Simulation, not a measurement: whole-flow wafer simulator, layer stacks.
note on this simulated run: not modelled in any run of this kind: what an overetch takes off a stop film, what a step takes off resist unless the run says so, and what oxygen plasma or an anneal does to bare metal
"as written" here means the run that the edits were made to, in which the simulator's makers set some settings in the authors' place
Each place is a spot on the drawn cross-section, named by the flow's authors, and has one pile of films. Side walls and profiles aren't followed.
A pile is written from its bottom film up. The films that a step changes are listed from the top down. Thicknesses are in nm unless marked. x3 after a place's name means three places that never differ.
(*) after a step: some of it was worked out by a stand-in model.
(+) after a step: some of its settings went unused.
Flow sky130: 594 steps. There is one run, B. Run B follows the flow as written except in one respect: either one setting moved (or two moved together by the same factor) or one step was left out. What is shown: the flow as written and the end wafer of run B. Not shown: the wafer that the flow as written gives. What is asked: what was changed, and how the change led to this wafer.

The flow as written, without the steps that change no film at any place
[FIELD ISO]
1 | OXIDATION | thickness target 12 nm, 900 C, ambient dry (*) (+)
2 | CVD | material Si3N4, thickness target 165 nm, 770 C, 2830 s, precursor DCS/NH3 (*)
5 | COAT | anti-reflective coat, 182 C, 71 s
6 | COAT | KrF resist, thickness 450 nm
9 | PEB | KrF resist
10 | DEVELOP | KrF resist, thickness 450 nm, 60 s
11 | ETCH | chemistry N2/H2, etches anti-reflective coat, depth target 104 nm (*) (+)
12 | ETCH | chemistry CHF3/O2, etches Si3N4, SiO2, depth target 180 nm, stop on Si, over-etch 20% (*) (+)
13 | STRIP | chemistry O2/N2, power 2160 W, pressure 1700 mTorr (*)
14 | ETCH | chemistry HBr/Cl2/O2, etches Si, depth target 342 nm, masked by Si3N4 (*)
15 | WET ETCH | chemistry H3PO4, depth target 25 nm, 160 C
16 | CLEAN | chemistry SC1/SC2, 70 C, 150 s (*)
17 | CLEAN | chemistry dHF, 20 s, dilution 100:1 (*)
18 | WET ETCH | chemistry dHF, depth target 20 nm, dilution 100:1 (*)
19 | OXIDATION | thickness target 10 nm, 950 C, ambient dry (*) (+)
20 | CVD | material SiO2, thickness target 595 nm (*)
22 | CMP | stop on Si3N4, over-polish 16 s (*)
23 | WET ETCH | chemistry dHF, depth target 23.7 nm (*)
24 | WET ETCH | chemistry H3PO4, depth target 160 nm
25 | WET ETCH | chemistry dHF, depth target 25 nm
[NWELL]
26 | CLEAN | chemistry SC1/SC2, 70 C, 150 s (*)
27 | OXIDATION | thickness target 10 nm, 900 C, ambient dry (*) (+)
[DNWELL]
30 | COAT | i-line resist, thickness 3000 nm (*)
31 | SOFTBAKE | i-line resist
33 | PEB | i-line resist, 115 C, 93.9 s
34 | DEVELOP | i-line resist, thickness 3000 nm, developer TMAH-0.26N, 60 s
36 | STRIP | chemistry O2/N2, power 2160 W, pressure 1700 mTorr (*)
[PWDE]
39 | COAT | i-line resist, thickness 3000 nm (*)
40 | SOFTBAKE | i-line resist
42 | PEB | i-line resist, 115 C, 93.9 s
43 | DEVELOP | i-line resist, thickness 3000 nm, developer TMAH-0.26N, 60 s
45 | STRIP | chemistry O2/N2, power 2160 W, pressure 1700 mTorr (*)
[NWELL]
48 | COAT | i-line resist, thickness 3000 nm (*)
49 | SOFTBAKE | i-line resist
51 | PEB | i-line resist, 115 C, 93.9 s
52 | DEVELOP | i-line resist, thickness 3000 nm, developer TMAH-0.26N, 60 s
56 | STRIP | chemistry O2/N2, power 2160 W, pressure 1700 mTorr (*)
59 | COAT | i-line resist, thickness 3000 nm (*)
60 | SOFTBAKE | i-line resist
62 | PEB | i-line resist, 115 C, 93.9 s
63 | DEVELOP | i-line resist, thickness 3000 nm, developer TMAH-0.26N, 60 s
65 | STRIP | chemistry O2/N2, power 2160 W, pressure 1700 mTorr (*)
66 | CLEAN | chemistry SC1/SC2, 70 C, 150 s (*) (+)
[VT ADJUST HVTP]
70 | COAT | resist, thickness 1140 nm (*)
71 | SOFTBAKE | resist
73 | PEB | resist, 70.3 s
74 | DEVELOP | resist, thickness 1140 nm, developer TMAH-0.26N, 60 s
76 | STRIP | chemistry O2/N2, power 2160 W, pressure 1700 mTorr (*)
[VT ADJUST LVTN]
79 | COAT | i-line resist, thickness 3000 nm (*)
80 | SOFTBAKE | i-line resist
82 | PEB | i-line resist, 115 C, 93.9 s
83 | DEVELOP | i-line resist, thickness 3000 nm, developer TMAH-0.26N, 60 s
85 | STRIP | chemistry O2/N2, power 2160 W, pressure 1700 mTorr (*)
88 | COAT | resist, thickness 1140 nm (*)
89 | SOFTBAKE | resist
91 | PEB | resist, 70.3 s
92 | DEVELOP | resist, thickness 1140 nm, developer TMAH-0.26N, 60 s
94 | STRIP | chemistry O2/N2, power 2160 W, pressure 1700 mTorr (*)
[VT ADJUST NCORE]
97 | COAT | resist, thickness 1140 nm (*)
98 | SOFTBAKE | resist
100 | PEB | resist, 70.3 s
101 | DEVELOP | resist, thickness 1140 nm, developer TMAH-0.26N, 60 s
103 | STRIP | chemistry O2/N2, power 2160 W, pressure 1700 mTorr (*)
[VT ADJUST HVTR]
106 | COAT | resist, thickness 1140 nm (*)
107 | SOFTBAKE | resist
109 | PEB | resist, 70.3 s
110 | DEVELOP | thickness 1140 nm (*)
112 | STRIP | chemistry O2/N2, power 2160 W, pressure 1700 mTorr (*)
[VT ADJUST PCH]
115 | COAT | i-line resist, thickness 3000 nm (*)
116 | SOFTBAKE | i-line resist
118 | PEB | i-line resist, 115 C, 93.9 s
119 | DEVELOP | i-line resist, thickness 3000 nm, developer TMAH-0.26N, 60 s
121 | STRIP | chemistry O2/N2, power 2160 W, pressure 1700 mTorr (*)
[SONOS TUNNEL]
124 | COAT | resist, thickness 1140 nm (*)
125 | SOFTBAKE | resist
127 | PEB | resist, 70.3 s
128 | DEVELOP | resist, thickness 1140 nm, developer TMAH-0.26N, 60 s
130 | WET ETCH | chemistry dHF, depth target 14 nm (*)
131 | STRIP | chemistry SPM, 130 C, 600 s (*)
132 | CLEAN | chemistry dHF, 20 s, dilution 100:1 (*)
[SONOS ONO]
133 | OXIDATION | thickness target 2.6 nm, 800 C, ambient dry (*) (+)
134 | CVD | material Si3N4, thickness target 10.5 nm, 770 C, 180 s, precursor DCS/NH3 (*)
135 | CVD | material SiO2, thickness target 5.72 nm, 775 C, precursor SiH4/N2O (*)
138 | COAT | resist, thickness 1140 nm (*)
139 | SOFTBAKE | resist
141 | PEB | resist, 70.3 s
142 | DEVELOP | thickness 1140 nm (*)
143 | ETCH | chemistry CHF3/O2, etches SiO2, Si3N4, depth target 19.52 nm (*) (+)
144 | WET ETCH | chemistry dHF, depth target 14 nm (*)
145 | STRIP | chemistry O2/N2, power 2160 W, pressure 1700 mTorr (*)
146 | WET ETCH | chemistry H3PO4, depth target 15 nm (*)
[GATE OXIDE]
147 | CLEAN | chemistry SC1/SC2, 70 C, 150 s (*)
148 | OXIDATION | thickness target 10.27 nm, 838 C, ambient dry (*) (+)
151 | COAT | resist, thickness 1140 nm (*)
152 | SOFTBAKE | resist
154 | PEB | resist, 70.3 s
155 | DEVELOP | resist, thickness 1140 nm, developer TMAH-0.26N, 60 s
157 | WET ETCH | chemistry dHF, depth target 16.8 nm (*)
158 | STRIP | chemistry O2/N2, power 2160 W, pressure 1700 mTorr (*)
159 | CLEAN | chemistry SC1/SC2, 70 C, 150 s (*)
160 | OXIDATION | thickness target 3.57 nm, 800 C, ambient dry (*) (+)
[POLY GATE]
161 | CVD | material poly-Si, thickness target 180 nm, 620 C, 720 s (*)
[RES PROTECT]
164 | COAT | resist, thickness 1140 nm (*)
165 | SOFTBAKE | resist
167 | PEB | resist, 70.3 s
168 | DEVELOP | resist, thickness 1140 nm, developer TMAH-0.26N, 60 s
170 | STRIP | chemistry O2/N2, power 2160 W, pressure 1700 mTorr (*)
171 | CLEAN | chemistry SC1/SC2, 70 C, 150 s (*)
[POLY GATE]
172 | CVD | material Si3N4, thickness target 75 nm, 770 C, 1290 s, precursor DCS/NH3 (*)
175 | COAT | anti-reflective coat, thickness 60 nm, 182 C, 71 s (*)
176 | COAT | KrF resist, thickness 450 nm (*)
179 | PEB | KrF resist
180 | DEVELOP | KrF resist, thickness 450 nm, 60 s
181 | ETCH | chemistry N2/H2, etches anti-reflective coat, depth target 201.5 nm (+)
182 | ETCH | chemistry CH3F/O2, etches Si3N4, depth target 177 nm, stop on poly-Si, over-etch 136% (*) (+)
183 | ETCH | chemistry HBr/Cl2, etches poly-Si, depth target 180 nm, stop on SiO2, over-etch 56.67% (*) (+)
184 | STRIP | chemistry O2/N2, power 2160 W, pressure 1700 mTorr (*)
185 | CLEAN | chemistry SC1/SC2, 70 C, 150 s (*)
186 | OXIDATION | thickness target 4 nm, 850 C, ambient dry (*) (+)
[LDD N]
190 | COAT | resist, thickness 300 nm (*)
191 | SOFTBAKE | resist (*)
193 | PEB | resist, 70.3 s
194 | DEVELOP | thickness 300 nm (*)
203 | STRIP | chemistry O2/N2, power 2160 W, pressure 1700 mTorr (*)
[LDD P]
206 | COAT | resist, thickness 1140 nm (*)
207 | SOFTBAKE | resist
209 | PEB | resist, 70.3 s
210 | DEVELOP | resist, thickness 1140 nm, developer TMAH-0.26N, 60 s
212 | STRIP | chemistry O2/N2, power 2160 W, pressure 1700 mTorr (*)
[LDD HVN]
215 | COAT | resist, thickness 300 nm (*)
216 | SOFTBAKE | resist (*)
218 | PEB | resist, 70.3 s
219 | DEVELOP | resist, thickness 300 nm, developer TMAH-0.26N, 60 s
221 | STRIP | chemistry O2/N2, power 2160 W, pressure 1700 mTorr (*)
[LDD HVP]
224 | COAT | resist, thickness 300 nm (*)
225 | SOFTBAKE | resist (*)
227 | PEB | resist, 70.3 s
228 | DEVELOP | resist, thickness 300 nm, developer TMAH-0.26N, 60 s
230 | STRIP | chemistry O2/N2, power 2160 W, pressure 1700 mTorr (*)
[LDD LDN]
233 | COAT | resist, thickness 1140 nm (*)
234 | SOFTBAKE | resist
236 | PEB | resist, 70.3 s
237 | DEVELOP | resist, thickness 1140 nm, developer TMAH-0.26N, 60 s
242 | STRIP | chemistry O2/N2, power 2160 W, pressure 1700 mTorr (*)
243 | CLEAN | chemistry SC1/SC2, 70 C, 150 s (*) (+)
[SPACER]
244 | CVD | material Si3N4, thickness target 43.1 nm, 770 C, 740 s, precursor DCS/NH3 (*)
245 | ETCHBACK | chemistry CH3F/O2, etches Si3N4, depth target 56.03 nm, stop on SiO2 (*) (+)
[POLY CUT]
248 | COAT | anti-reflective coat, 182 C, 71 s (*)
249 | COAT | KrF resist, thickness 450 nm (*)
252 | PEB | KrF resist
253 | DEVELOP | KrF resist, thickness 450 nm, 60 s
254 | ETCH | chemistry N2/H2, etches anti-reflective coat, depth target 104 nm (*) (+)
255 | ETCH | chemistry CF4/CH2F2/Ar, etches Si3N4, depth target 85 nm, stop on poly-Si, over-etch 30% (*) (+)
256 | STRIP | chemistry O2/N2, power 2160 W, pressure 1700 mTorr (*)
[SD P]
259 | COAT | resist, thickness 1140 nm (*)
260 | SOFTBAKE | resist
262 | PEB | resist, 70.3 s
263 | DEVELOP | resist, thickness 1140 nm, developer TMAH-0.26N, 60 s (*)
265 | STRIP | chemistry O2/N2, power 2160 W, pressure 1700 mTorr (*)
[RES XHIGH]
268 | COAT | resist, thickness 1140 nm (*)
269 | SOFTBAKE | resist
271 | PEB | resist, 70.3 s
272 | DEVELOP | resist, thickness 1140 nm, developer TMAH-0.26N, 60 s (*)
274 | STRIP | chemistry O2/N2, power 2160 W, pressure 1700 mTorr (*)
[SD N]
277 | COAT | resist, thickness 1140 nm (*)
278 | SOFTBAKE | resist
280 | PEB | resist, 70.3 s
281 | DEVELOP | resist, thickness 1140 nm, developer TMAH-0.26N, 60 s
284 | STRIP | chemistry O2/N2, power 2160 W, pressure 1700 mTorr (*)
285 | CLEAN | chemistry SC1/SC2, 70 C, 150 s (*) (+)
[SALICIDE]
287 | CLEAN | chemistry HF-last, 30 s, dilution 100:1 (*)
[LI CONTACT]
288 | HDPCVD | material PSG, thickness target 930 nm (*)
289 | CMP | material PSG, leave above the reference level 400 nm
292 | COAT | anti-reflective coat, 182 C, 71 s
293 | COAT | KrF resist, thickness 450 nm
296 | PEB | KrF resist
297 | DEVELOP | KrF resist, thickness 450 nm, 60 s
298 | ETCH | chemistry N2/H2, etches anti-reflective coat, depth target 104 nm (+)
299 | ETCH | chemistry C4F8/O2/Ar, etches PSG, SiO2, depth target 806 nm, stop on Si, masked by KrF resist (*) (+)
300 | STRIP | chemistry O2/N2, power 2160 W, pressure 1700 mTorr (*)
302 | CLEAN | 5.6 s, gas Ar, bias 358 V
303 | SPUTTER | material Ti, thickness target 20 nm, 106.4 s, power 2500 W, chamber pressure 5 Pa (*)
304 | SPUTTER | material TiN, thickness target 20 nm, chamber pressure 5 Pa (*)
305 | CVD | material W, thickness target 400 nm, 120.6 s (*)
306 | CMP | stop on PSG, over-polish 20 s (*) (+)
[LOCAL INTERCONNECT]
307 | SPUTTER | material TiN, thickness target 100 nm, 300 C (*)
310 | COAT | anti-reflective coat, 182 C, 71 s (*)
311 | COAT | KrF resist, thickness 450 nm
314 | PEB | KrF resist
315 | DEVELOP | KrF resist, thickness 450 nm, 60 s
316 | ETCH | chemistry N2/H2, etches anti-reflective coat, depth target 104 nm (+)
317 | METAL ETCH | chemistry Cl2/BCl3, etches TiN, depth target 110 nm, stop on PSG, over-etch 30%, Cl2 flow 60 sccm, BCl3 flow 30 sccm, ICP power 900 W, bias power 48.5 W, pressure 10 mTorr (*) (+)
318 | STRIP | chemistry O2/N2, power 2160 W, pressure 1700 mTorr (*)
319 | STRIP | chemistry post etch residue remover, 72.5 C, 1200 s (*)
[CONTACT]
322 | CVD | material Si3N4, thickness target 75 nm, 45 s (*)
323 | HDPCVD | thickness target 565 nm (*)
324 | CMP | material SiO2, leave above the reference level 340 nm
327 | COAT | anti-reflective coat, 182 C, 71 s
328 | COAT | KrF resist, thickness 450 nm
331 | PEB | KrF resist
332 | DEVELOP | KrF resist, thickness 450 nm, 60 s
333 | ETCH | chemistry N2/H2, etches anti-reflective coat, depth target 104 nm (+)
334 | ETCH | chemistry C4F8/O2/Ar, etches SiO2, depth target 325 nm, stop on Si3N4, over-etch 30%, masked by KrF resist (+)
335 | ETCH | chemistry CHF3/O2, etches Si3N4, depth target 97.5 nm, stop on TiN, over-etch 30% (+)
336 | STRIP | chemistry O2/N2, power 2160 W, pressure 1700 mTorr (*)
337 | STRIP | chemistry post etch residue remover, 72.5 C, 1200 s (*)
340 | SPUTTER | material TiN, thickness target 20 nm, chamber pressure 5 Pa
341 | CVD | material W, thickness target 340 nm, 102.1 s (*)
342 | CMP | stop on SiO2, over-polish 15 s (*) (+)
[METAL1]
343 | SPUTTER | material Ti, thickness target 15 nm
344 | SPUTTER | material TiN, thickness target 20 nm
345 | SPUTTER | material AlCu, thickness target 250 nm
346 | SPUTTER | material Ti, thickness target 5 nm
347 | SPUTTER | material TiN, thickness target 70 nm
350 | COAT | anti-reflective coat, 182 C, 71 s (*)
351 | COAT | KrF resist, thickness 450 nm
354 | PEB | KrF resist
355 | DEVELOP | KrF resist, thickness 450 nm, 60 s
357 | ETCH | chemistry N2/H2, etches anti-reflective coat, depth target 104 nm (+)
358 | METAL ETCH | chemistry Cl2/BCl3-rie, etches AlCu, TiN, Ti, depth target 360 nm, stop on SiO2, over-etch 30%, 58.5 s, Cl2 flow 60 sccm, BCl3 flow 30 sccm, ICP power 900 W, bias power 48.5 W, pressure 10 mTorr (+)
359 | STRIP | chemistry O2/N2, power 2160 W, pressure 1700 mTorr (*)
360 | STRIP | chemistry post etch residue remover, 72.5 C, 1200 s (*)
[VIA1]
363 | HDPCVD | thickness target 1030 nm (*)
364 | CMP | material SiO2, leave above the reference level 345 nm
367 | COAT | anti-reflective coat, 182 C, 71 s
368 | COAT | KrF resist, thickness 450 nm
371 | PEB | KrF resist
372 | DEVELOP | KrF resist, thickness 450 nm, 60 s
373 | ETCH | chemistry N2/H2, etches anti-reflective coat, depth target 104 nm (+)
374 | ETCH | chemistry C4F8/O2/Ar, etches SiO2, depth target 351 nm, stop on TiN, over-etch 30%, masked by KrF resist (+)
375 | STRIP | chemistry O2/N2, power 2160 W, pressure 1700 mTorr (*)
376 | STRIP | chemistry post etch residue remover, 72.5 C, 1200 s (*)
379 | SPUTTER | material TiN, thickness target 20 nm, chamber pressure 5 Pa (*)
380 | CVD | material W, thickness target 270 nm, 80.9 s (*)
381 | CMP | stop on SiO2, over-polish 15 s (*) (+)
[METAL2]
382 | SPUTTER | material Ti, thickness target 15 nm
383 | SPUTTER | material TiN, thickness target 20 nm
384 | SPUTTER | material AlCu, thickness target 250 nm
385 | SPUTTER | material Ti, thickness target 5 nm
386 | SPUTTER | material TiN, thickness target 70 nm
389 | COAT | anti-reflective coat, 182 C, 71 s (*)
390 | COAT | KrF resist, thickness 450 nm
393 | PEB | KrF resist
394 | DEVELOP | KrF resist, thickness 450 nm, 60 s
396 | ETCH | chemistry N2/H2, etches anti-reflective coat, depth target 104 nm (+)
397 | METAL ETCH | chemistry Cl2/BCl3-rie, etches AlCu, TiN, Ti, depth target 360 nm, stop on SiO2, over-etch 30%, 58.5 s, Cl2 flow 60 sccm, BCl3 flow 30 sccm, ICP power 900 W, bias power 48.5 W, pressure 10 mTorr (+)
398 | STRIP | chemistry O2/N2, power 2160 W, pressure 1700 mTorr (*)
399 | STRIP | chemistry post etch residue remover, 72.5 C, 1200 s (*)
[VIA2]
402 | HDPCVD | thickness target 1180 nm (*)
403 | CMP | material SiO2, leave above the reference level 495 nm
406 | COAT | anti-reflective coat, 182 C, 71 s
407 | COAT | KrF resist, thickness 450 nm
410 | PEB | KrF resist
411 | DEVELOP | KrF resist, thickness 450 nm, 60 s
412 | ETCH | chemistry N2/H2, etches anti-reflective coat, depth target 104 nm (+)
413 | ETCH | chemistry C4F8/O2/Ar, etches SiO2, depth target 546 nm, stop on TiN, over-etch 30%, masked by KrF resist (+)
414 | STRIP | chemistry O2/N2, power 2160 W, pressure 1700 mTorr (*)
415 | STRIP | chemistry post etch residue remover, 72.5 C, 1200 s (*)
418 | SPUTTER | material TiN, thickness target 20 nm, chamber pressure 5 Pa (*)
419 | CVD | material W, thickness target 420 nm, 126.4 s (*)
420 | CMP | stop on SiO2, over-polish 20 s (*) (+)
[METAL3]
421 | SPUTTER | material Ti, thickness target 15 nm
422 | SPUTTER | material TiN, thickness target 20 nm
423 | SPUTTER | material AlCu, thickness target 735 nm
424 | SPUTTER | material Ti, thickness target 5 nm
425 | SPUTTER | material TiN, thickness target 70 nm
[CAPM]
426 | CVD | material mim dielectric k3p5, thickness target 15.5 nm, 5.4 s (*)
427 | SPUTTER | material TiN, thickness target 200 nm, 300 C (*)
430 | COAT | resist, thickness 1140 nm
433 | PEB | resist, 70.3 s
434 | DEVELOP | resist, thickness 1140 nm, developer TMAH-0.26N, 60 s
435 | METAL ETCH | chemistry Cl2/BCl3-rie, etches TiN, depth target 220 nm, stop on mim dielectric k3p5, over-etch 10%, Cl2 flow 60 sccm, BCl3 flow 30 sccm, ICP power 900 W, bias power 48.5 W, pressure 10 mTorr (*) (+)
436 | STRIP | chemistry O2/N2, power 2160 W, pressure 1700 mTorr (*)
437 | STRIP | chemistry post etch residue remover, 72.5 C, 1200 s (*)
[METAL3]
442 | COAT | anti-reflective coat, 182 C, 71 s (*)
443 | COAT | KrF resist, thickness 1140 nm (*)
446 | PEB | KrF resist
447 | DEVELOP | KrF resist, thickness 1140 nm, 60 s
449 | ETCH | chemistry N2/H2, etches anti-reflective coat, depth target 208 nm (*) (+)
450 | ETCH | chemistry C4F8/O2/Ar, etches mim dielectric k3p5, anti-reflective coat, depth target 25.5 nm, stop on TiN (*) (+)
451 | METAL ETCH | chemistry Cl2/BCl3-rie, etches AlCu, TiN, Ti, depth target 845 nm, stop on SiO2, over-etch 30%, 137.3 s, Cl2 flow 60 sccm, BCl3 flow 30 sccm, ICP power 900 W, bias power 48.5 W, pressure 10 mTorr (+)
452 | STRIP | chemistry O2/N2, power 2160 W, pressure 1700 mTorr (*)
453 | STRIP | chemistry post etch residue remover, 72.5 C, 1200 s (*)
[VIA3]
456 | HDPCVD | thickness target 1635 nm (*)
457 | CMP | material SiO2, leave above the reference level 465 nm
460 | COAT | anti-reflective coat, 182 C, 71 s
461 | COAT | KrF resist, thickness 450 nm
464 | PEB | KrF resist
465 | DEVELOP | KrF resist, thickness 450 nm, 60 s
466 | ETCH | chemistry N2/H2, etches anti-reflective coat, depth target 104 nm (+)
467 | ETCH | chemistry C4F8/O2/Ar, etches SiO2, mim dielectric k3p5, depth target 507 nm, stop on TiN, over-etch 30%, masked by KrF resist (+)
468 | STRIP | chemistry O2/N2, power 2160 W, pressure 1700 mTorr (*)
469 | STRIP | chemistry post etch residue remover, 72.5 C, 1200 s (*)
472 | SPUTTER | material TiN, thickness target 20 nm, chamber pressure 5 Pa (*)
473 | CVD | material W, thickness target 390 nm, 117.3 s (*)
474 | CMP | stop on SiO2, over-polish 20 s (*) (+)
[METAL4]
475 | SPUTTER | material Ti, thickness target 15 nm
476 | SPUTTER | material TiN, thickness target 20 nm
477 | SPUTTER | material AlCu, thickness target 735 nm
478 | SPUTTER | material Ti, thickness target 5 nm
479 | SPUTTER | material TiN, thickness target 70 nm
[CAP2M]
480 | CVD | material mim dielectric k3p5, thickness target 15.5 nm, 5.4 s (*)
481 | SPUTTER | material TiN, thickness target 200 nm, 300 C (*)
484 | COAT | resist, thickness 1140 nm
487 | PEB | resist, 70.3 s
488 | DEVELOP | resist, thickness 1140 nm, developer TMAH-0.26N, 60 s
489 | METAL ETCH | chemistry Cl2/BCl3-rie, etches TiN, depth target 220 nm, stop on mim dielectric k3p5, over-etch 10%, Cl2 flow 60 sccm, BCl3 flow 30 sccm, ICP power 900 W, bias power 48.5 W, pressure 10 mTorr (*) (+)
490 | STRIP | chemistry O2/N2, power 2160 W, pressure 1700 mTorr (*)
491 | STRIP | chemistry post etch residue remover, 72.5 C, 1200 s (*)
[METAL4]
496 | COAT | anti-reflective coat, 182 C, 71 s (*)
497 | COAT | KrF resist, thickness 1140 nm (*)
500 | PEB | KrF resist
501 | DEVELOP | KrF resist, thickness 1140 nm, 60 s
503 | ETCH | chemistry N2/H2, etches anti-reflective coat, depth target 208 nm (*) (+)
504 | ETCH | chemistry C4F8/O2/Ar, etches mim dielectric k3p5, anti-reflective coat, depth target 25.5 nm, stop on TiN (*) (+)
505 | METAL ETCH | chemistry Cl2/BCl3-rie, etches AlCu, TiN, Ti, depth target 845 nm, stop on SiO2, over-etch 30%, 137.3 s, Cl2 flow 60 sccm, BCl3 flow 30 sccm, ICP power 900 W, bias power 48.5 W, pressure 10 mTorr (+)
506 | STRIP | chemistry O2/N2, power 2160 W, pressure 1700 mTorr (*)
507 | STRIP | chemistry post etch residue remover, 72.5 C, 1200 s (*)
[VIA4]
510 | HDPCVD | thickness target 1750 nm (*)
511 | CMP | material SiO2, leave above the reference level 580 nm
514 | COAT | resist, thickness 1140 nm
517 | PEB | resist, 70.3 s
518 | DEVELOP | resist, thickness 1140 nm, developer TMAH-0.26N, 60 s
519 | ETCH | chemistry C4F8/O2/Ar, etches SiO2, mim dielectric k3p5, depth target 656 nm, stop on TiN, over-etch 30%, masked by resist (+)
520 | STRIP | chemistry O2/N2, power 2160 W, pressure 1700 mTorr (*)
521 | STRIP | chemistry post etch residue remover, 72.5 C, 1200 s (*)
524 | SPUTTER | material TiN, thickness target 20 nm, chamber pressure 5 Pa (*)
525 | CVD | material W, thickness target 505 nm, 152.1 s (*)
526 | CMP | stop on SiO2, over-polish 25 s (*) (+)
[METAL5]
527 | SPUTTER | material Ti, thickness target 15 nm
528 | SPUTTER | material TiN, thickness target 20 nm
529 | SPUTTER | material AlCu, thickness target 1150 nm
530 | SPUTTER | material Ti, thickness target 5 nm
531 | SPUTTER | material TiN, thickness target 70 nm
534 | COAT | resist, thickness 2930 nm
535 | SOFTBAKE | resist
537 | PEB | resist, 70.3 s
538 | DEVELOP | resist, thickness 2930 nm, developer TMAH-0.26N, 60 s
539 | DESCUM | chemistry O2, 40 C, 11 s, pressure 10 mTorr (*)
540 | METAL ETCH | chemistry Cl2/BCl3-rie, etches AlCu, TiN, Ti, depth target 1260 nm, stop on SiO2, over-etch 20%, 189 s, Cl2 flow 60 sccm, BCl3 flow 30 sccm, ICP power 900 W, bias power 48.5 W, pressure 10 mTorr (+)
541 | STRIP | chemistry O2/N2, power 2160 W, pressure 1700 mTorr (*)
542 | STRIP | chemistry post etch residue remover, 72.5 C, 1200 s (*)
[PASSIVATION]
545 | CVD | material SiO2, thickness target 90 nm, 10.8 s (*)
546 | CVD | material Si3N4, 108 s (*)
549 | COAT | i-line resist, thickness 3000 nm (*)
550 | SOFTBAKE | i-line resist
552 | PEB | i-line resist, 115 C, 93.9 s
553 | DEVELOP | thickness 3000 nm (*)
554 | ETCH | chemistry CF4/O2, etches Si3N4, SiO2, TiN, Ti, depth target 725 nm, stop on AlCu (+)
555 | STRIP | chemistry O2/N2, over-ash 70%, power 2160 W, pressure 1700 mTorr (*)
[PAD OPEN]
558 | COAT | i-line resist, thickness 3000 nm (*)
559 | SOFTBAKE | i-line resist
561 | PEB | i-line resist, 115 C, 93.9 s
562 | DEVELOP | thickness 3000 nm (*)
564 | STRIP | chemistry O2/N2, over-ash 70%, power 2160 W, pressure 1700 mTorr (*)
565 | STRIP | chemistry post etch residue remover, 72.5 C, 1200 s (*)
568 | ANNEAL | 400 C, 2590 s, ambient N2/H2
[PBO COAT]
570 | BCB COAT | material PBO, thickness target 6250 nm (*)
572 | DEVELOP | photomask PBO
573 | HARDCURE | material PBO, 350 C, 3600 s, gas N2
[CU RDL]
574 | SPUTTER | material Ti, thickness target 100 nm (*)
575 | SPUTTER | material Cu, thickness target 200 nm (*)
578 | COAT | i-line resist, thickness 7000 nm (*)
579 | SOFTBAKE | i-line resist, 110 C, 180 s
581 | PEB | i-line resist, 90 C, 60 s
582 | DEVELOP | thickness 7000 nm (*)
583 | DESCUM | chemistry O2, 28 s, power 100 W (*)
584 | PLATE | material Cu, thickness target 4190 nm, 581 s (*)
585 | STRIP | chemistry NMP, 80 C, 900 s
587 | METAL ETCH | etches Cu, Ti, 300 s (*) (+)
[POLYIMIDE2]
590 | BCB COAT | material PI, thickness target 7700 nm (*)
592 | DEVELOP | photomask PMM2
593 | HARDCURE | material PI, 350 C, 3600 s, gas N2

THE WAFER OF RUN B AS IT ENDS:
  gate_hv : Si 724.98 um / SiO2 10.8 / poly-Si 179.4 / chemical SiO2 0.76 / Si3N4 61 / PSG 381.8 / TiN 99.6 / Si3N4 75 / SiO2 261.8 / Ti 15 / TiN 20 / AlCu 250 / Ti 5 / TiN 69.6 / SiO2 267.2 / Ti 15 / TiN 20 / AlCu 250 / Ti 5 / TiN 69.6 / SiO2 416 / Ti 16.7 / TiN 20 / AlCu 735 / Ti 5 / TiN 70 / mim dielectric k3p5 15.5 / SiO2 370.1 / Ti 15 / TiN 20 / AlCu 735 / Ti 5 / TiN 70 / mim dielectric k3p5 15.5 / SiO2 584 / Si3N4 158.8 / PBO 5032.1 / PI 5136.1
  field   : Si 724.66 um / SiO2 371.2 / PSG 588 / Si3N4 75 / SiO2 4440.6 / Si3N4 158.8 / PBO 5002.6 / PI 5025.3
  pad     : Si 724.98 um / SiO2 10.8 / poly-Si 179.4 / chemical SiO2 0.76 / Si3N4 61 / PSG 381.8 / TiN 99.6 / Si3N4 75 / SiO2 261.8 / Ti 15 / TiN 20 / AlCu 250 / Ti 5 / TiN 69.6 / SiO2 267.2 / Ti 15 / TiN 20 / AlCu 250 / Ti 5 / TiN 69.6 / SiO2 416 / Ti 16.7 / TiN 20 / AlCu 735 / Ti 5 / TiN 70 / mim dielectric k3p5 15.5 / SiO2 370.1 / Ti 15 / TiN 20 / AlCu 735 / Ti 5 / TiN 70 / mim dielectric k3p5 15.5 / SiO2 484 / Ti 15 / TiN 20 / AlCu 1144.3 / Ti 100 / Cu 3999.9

The reason: step 421, SPUTTER: thickness target 16.7 nm was run, while the flow as written has thickness target 15 nm.
The wafer lets one read it off: gate_hv has Ti 16.7, and step 421 as written asks for 15 nm.

How this came from the change, step by step:
  421 | SPUTTER | material Ti, thickness target 15 nm
      field, active, n_well and 188 more: Ti gains 16.7 (new film) (it would be, as written: Ti gains 15 (new film))
  451 | METAL ETCH | chemistry Cl2/BCl3-rie, etches AlCu, TiN, Ti, depth target 845 nm, stop on SiO2, over-etch 30%, 137.3 s, Cl2 flow 60 sccm, BCl3 flow 30 sccm, ICP power 900 W, bias power 48.5 W, pressure 10 mTorr (+)
      field, gate, spacer and 68 more: TiN loses 70 (all of it), Ti loses 5 (all of it), AlCu loses 735 (all of it), TiN loses 20 (all of it), Ti loses 16.7 (all of it), SiO2 loses 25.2 (it would be, as written: TiN loses 70 (all of it), Ti loses 5 (all of it), AlCu loses 735 (all of it), TiN loses 20 (all of it), Ti loses 15 (all of it), SiO2 loses 25.4)
      active, vpp_ln, vpp_iso2 and 11 more: TiN loses 70 (all of it), Ti loses 5 (all of it), AlCu loses 735 (all of it), TiN loses 20 (all of it), Ti loses 16.7 (all of it), SiO2 loses 25.2 (it would be, as written: TiN loses 70 (all of it), Ti loses 5 (all of it), AlCu loses 735 (all of it), TiN loses 20 (all of it), Ti loses 15 (all of it), SiO2 loses 25.3)
